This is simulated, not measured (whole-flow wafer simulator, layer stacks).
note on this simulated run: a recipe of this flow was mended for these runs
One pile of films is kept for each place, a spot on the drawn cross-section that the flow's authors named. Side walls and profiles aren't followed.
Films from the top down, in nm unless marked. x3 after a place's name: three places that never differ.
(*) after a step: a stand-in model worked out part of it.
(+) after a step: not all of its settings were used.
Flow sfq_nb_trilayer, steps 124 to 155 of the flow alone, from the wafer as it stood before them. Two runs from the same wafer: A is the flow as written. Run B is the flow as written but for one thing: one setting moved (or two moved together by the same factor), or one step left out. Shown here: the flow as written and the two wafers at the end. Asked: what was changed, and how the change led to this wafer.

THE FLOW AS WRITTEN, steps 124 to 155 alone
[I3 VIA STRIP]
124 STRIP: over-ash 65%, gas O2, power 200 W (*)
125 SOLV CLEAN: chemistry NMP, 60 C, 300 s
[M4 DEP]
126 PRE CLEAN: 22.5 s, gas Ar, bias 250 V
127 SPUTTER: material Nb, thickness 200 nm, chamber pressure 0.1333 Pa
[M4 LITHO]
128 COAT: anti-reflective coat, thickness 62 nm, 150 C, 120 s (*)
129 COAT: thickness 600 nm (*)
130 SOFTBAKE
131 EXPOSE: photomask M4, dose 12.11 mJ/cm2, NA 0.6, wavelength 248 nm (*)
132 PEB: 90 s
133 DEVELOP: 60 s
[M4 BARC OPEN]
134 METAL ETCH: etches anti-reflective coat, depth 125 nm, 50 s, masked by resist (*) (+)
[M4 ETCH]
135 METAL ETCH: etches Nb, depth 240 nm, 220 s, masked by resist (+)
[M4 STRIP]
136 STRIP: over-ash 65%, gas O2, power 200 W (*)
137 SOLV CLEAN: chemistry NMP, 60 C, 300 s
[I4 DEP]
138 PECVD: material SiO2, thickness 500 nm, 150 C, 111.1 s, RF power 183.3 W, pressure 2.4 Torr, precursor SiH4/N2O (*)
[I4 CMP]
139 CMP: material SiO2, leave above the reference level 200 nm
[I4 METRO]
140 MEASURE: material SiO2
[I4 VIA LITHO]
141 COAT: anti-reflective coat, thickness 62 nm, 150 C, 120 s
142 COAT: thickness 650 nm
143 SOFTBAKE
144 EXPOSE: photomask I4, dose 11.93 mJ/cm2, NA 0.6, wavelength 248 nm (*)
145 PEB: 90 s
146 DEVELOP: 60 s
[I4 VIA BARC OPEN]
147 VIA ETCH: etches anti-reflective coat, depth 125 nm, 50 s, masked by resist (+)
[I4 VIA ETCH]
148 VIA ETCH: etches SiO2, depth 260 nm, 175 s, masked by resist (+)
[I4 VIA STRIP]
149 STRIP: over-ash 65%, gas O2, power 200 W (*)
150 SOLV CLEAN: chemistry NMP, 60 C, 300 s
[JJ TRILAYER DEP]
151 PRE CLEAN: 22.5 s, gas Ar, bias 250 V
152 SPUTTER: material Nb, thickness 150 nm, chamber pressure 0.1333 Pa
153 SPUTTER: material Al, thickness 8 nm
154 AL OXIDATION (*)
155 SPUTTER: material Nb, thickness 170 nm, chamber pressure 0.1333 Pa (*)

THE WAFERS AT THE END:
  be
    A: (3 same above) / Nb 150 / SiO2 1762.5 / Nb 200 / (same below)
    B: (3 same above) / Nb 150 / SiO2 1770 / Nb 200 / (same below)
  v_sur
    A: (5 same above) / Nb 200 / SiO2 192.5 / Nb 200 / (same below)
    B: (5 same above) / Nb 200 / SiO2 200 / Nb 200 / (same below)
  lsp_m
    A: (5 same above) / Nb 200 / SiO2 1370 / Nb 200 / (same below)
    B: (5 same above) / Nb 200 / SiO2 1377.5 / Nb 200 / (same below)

The cause: step 126, PRE CLEAN: 22.5 s, gas Ar, bias 250 V, was left out.

How the change led to this, step by step:
  (no step that both runs have acts differently by more than 2% or 0.5 nm, whichever is larger)
